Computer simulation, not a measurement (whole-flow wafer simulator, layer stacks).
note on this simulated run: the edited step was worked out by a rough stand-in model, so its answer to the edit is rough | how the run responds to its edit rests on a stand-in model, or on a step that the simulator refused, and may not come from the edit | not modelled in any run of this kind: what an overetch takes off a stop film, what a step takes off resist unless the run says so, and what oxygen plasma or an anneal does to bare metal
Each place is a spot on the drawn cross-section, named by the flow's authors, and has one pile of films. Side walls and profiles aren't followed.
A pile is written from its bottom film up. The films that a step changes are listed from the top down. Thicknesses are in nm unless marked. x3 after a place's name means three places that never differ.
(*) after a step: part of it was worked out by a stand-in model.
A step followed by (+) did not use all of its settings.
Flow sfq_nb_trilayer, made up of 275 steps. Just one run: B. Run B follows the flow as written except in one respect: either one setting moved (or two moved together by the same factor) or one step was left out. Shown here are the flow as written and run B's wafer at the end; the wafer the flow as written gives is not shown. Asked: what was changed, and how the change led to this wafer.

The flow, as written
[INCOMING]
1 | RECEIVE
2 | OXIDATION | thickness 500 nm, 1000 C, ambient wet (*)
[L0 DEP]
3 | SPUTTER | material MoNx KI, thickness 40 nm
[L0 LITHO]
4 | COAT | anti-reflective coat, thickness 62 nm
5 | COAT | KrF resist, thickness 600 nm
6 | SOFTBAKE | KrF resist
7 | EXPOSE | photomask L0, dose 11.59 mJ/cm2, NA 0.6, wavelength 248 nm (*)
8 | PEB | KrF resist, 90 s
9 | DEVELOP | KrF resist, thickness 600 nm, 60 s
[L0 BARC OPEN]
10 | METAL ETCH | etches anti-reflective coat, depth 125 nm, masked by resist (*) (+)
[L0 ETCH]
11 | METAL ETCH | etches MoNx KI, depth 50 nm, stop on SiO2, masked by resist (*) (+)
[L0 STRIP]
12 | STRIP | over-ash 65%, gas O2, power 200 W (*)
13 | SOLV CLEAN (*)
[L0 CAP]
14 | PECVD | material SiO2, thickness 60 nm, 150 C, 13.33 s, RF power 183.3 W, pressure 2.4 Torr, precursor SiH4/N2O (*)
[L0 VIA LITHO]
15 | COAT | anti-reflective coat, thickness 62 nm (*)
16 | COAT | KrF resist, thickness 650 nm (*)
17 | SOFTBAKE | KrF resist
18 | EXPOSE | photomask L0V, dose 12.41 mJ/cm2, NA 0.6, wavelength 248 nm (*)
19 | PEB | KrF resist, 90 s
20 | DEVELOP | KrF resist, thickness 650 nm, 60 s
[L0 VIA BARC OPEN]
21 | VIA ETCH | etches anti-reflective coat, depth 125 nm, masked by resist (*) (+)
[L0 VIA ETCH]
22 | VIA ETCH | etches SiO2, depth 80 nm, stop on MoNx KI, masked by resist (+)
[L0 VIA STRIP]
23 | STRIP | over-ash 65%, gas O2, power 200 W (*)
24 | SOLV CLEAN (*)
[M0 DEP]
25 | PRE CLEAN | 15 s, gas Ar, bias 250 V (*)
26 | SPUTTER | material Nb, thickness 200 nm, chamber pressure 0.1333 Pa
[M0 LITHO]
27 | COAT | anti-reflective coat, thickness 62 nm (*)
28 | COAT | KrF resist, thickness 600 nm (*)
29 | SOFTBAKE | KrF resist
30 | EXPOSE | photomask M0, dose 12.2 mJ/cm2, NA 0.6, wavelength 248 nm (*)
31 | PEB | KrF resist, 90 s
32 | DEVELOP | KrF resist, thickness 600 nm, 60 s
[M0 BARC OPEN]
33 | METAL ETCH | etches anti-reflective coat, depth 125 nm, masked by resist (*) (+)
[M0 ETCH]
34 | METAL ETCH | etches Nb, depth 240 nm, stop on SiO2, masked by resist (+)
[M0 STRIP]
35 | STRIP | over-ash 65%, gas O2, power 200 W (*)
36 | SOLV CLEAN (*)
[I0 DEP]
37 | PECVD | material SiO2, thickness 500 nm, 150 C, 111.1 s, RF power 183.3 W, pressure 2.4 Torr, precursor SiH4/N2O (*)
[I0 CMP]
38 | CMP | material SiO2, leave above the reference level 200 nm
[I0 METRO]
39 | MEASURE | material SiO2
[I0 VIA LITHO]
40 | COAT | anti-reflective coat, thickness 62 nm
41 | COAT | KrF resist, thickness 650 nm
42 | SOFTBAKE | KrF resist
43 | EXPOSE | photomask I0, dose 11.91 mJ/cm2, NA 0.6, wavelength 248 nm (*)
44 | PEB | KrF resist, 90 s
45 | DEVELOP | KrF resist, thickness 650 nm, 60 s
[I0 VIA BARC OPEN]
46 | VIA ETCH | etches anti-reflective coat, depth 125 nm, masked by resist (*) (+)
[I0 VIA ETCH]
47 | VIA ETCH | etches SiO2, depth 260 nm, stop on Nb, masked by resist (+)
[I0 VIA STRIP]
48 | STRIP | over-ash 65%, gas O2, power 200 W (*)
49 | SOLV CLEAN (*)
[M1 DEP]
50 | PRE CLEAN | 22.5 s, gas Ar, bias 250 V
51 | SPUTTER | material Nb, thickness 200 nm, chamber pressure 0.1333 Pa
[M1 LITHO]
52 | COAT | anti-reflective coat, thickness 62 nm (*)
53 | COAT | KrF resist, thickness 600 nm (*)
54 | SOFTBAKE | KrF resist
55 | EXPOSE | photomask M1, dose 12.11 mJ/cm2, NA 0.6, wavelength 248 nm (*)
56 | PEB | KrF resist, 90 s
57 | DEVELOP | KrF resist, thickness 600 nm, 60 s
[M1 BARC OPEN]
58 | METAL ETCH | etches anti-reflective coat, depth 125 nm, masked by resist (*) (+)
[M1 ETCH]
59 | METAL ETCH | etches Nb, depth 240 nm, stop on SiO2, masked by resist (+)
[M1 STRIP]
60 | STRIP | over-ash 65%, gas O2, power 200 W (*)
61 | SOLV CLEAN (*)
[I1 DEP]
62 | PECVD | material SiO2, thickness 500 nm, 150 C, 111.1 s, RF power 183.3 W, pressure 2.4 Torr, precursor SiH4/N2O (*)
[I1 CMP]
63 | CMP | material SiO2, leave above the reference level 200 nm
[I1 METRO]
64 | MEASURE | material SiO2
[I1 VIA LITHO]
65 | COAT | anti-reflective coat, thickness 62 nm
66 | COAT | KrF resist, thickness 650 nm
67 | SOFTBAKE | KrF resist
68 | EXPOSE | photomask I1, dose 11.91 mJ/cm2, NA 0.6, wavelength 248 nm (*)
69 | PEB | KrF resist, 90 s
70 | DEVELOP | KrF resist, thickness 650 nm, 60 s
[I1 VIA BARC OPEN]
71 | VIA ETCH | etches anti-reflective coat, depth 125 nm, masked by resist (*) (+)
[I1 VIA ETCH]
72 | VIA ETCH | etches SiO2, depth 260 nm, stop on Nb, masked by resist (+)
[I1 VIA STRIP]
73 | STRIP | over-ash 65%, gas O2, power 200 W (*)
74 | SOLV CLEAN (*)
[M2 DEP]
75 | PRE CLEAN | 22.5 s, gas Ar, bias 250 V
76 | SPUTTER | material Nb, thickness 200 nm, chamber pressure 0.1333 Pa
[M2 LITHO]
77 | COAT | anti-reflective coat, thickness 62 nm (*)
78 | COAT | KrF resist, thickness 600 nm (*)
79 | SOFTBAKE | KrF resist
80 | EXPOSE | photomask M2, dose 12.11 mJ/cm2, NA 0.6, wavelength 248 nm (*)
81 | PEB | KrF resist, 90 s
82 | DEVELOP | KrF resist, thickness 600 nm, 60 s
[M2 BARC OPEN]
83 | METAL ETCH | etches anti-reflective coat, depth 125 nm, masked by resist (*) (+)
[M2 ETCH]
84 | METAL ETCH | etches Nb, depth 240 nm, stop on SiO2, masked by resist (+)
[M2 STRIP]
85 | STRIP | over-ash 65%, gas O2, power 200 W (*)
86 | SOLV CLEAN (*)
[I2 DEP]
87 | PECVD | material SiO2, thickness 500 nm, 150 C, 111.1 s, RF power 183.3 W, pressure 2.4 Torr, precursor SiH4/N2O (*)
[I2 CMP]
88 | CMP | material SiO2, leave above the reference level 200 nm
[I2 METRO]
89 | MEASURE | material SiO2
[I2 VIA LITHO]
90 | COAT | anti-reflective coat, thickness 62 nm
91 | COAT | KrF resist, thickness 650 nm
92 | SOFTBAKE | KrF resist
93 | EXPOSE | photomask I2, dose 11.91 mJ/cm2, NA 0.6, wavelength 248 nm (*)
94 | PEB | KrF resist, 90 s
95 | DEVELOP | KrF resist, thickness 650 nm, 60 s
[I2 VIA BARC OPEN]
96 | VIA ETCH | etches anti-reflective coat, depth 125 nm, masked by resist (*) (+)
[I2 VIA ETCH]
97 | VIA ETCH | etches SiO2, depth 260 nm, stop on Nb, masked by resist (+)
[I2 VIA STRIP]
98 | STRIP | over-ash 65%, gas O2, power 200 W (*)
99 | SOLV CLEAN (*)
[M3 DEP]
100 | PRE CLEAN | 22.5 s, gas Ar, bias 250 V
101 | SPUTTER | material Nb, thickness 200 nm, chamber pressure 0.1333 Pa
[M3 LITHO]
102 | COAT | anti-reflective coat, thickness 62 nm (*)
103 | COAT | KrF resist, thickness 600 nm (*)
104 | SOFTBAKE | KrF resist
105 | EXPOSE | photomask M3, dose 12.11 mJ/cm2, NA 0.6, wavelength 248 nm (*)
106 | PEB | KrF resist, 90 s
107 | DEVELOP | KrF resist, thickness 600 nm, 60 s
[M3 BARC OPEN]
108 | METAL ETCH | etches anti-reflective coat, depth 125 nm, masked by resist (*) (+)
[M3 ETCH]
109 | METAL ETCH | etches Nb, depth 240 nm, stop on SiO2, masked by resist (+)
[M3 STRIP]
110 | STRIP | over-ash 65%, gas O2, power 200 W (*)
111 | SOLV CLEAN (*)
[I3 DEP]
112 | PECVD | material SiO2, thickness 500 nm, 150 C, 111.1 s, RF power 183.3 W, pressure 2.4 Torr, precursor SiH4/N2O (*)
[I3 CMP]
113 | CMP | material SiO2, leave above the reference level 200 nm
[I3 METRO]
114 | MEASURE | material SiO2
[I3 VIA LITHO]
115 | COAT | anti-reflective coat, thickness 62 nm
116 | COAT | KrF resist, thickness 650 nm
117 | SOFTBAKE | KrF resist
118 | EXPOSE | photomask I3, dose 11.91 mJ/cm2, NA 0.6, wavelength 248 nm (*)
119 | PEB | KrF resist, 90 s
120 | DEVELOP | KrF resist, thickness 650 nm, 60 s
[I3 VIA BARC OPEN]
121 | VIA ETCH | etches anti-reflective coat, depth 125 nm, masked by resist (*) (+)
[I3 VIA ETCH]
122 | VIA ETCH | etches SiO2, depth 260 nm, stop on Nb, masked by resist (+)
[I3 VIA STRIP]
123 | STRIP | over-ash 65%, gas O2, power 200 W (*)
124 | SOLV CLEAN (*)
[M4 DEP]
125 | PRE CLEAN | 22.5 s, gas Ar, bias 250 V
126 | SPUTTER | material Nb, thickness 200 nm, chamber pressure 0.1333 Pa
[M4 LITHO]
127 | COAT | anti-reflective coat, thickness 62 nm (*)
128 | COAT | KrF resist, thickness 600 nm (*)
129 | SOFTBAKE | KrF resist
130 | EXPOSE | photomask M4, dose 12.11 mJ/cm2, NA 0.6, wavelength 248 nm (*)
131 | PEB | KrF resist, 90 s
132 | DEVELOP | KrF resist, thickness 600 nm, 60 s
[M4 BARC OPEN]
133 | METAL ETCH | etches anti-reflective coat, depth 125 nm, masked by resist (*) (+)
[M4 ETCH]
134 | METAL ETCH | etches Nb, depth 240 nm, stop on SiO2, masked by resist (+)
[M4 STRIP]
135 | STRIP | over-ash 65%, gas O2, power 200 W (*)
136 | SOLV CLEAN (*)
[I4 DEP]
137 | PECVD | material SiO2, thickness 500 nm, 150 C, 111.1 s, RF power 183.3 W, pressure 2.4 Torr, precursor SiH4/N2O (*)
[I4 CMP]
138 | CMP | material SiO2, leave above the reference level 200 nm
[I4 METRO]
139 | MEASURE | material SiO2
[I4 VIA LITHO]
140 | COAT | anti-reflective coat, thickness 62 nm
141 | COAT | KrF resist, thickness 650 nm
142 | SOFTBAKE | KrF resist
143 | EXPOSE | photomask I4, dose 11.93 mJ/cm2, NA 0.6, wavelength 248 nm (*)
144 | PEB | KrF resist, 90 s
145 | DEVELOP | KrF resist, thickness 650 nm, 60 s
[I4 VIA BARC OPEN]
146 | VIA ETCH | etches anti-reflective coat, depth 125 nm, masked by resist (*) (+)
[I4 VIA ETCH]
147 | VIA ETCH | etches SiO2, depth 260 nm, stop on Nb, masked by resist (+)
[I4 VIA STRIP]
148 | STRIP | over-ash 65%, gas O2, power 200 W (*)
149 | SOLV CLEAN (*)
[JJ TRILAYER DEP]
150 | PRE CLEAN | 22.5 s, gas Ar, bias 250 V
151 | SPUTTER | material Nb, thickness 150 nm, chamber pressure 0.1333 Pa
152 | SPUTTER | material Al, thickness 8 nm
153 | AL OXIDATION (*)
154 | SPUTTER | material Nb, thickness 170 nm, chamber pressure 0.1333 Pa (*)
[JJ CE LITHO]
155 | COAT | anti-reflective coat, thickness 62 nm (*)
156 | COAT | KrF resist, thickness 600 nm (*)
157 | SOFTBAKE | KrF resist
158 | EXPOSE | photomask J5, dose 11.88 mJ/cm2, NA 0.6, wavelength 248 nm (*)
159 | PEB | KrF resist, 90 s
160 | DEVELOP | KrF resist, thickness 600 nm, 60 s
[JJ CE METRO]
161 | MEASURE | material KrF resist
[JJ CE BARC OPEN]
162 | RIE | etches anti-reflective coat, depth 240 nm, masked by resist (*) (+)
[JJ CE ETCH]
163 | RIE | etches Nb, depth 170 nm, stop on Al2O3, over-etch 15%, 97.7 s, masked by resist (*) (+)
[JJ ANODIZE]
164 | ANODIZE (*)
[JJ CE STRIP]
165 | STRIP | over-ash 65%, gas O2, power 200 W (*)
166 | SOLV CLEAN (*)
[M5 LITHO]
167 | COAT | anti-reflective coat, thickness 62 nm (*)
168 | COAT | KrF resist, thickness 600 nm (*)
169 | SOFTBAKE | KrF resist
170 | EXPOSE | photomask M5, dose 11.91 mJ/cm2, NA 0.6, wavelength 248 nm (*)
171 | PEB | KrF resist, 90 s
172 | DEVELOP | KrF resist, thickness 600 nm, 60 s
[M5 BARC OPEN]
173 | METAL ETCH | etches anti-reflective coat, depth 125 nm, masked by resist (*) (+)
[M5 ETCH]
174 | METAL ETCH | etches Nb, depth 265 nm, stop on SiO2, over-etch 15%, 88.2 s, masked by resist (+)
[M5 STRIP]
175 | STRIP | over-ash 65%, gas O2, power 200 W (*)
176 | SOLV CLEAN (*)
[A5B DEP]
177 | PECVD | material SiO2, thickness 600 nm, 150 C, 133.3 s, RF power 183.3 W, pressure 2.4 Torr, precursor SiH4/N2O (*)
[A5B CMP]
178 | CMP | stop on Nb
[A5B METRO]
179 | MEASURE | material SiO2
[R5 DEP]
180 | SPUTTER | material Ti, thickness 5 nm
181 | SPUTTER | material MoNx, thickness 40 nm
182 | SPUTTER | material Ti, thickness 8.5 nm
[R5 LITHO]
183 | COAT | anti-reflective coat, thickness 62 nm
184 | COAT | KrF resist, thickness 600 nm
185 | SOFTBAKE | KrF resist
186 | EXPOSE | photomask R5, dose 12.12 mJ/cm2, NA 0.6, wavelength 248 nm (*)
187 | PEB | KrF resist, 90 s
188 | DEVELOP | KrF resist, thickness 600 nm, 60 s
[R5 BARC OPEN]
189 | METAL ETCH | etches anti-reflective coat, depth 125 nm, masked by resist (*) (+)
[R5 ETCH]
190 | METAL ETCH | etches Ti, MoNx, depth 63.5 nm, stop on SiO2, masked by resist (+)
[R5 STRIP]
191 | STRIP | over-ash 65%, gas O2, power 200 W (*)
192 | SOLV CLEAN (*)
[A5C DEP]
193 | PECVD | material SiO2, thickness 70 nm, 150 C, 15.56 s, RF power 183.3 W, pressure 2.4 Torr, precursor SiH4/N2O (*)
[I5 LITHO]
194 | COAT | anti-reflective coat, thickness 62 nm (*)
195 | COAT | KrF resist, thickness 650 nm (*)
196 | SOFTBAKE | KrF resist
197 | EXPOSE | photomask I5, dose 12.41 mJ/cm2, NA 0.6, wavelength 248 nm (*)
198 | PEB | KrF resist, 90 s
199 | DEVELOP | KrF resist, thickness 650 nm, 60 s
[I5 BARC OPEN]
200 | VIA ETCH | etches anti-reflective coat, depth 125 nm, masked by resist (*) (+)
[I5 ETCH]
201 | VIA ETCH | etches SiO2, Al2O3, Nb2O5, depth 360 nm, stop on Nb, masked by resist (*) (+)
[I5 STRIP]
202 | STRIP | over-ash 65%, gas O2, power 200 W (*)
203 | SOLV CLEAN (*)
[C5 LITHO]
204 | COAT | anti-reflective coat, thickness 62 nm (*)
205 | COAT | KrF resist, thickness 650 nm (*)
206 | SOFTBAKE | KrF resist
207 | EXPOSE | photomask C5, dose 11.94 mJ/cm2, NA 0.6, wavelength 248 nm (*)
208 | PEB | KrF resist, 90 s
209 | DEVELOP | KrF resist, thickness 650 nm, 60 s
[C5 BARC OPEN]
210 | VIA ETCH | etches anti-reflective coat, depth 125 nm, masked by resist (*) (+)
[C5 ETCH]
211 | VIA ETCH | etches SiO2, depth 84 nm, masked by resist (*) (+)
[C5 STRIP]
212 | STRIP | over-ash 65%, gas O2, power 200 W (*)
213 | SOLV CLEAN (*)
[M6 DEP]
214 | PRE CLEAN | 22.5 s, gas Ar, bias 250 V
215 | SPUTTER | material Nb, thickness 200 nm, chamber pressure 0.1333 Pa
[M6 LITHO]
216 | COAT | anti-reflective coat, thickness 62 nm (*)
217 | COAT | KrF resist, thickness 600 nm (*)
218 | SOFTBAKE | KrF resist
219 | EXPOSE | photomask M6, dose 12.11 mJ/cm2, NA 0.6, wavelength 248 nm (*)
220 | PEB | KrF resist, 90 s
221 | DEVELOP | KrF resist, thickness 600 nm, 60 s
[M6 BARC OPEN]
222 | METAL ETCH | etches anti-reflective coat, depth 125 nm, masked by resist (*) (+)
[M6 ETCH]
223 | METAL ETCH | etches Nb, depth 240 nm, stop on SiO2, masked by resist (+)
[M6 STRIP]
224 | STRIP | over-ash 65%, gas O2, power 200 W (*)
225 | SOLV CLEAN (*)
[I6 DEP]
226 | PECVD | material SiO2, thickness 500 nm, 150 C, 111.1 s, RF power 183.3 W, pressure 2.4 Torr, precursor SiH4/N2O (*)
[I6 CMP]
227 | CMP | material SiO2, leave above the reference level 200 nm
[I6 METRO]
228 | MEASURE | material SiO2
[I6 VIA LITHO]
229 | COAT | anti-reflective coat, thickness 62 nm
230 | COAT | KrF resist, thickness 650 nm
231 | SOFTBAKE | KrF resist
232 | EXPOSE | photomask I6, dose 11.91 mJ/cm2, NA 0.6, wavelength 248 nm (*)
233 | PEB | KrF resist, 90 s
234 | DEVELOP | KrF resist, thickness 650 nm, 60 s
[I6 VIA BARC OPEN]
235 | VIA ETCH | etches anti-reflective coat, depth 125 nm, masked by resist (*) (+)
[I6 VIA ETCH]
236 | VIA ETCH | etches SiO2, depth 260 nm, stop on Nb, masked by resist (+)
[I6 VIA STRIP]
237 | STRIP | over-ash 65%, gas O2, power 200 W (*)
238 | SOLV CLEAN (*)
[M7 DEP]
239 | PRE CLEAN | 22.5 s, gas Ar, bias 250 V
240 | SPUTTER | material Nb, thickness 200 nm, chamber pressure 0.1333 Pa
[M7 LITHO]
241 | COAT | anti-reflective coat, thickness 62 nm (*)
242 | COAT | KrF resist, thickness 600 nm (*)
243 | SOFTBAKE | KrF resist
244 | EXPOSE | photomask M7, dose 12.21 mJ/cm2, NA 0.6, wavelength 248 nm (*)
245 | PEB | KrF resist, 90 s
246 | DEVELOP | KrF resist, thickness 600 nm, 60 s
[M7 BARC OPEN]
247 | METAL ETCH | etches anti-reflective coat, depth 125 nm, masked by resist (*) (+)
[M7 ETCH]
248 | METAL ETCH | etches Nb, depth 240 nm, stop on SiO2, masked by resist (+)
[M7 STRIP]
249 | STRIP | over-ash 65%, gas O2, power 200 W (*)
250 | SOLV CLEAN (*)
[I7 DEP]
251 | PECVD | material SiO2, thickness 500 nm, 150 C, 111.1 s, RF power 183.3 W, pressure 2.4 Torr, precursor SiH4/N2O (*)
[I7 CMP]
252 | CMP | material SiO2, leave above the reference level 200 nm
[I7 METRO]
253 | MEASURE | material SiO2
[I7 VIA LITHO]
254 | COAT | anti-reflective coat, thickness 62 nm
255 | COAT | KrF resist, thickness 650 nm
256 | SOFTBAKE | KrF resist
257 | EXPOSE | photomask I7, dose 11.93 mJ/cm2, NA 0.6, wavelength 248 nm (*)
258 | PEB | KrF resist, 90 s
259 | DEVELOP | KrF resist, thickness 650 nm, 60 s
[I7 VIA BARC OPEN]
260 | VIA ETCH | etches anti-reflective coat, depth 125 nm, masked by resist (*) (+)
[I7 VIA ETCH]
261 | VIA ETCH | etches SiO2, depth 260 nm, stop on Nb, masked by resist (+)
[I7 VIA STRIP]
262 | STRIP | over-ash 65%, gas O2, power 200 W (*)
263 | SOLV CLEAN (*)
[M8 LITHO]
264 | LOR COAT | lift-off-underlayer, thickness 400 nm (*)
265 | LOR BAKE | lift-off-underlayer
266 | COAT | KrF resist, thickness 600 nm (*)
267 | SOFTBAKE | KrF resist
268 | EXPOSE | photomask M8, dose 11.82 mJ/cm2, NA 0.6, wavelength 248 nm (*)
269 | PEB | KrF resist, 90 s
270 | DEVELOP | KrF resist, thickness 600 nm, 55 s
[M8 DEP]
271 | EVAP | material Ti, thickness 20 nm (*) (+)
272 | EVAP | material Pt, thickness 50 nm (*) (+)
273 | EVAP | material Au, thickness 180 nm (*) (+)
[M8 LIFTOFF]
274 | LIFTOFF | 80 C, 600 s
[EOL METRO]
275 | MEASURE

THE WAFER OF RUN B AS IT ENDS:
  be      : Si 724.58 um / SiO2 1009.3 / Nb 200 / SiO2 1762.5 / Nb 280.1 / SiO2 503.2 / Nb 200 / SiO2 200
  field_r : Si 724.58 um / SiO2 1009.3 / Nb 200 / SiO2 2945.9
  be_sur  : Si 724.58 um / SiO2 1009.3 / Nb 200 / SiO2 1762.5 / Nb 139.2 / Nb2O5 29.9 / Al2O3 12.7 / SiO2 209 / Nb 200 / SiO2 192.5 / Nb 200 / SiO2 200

What caused this: step 2, OXIDATION: 1150 C was run, though the flow has 1000 C.

The path from the change to this, step by step:
  2 | OXIDATION | thickness 500 nm, 1000 C, ambient wet (*)
      field_l, v_sur, via_wl and 103 more: +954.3 SiO2 (new film), -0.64 chemical SiO2 (all of it), -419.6 Si (in the flow as written it would be: +500 SiO2 (new film), -0.64 chemical SiO2 (all of it), -219.7 Si)
